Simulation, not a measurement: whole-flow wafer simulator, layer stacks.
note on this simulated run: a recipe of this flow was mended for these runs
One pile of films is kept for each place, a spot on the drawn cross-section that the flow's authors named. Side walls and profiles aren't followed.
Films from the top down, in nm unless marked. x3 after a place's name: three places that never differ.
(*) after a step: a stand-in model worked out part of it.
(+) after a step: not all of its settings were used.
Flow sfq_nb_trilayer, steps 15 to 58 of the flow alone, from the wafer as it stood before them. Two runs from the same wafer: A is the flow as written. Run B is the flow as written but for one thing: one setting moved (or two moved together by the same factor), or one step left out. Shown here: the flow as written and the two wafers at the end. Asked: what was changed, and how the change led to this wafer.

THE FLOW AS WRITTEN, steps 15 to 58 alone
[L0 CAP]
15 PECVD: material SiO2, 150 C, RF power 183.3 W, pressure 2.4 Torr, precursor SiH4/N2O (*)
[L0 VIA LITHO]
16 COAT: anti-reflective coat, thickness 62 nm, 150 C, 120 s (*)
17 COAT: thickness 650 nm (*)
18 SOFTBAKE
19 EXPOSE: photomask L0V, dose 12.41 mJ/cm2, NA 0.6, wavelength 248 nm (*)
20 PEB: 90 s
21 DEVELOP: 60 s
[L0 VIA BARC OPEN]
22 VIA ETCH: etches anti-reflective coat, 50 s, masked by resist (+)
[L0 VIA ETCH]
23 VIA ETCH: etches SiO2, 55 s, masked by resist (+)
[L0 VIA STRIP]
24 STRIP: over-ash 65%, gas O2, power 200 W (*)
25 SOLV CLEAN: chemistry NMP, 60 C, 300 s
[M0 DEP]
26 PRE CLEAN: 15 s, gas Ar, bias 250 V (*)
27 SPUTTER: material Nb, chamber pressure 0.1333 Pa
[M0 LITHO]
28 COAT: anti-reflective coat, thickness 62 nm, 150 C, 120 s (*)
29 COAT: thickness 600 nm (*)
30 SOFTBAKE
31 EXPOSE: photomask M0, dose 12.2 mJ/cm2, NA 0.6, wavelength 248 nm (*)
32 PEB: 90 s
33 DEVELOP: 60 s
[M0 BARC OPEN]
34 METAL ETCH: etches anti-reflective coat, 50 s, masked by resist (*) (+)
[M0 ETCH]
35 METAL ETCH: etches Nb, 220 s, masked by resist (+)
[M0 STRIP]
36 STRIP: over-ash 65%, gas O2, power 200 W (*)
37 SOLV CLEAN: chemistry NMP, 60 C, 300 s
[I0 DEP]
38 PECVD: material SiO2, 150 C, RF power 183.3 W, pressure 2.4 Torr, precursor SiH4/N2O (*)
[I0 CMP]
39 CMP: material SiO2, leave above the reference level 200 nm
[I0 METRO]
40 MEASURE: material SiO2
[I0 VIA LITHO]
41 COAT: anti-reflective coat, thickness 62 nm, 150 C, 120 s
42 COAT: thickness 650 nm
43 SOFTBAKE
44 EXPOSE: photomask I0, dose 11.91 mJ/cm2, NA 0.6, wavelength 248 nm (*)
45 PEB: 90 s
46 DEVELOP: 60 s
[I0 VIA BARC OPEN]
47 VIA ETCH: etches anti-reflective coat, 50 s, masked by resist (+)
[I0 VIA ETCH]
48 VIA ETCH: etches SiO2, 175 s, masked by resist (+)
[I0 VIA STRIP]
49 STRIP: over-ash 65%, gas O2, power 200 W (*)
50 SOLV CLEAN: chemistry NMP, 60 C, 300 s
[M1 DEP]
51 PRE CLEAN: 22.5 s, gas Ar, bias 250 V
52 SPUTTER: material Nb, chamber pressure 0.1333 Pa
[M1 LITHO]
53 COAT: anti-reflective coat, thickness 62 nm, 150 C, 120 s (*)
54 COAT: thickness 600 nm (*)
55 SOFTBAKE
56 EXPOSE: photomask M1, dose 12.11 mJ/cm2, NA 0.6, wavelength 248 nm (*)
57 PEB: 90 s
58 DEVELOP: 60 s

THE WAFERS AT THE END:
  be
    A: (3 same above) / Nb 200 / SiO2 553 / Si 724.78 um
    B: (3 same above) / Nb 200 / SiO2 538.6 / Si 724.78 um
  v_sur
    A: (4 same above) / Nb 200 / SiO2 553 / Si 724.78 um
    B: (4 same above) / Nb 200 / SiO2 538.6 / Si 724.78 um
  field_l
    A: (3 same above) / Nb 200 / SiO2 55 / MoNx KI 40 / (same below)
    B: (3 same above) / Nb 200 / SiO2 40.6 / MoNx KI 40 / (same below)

The cause: step 15, PECVD: RF power 117.3 W was run, where the flow has RF power 183.3 W.

How the change led to this, step by step:
  15 PECVD: material SiO2, 150 C, RF power 183.3 W, pressure 2.4 Torr, precursor SiH4/N2O (*)
      v_sur, via_wl, via_w and 97 more: A SiO2 +60 | B SiO2 +45.6
      field_l, l0_sur, l0v, l0r_line_l, l0r_line_c, l0r_line_r: A SiO2 +60 (new film) | B SiO2 +45.6 (new film)
  23 VIA ETCH: etches SiO2, 55 s, masked by resist (+)
      l0v: A SiO2 -59.7 (all of it), MoNx KI -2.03 | B SiO2 -45.2 (all of it), MoNx KI -3.48
  28 COAT: anti-reflective coat, thickness 62 nm, 150 C, 120 s (*)
      l0_sur: A anti-reflective coat +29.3 (new film) | B anti-reflective coat +33.7 (new film)
      l0v: A anti-reflective coat +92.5 (new film) | B anti-reflective coat +86 (new film)
  36 STRIP: over-ash 65%, gas O2, power 200 W (*)
      l0_sur: A KrF-resist-other-grade -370 (all of it), anti-reflective coat -29.3 (all of it) | B KrF-resist-other-grade -367.7 (all of it), anti-reflective coat -33.7 (all of it)
      l0v: A KrF-resist-other-grade -374.1 (all of it), anti-reflective coat -92.5 (all of it) | B KrF-resist-other-grade -368.1 (all of it), anti-reflective coat -86 (all of it)
  39 CMP: material SiO2, leave above the reference level 200 nm
      l0v: A SiO2 -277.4 | B SiO2 -292.6
